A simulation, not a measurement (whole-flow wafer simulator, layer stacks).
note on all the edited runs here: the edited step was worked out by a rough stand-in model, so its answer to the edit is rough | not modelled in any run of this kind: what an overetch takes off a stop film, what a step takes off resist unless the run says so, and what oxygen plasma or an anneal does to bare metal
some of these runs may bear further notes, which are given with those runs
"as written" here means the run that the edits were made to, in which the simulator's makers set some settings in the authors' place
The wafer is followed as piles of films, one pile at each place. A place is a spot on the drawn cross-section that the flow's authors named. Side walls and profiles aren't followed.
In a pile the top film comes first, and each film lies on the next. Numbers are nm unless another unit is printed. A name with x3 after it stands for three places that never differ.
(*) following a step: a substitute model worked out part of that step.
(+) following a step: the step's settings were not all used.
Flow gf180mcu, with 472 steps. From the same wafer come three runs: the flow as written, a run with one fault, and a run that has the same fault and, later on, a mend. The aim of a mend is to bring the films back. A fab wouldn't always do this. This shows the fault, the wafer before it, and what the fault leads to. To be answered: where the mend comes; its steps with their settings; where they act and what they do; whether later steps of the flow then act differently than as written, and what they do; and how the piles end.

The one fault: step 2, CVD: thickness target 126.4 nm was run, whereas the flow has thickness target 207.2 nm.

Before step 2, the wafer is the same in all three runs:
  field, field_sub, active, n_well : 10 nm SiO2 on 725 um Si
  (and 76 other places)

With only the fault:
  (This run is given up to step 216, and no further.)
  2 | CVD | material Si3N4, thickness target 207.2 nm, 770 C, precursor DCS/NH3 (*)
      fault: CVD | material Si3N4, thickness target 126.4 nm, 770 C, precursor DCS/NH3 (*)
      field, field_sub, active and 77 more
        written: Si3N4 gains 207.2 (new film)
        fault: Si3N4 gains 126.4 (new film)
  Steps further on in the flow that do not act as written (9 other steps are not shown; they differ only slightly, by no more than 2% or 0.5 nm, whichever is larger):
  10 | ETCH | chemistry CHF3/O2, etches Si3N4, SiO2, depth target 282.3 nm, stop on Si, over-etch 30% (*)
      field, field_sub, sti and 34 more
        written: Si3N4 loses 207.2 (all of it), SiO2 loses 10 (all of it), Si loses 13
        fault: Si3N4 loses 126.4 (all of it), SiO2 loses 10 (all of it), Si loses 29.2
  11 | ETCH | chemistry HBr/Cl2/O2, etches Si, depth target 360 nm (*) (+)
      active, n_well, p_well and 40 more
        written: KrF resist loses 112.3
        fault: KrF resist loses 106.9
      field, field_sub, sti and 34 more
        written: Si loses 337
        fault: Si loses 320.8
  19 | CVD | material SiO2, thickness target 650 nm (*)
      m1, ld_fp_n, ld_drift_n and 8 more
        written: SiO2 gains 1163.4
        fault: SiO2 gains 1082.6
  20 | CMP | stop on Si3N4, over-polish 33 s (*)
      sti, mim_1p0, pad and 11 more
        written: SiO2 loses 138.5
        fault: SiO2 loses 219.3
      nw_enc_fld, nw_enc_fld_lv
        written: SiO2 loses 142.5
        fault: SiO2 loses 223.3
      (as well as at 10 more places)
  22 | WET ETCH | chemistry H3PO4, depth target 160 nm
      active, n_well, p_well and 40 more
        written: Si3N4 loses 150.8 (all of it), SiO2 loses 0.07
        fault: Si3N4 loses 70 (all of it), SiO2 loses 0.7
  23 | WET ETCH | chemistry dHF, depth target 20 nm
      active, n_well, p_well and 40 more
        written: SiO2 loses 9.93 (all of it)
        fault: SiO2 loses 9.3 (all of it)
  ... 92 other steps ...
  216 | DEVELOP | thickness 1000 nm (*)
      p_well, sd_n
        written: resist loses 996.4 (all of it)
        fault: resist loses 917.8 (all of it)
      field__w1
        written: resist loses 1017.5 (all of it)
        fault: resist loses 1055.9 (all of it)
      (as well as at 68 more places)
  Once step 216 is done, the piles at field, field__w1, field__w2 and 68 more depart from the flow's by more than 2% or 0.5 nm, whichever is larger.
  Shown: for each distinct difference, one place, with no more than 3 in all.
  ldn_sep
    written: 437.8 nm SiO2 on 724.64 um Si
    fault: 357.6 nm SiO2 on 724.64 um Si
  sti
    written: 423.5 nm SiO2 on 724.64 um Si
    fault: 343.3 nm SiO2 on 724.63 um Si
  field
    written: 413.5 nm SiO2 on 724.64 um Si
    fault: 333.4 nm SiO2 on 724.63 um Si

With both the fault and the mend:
  The mend follows step 9.
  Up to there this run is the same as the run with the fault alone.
  9a | STRIP | chemistry O2/N2, power 2160 W, pressure 1700 mTorr (*)
      active, n_well, p_well and 40 more
        KrF resist loses 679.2 (all of it)
  9b | CVD | material Si3N4, thickness target 80.79 nm, 770 C, precursor DCS/NH3 (*) (the flow's step 2 again, with other settings)
      field, field_sub, active and 77 more
        Si3N4 gains 80.8
  9c | HMDS | 120 C, 60 s (the flow's step 4 again)
      does not change any film at any place that is followed
  9d | COAT | KrF resist, thickness 700 nm (the flow's step 5 again)
      field, field_sub, active and 77 more
        KrF resist gains 700 (new film)
  9e | SOFTBAKE | KrF resist (the flow's step 6 again)
      does not change any film at any place that is followed
  9f | EXPOSE | photomask COMP (the flow's step 7 again)
      does not change any film at any place that is followed
  9g | PEB | KrF resist, 135 C, 90 s (the flow's step 8 again)
      field, field_sub, active and 77 more
        KrF resist loses 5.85
  9h | DEVELOP | thickness 700 nm, 60 s (the flow's step 9 again)
      active, n_well, p_well and 40 more
        KrF resist loses 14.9
      field, field_sub, sti and 34 more
        KrF resist loses 694.2 (all of it)
  Later steps of the flow that are run all act as written at every place that is followed, up to a difference of at most 2% or 0.5 nm, whichever is larger.
  The piles end the same as the flow's at every place that both follow.
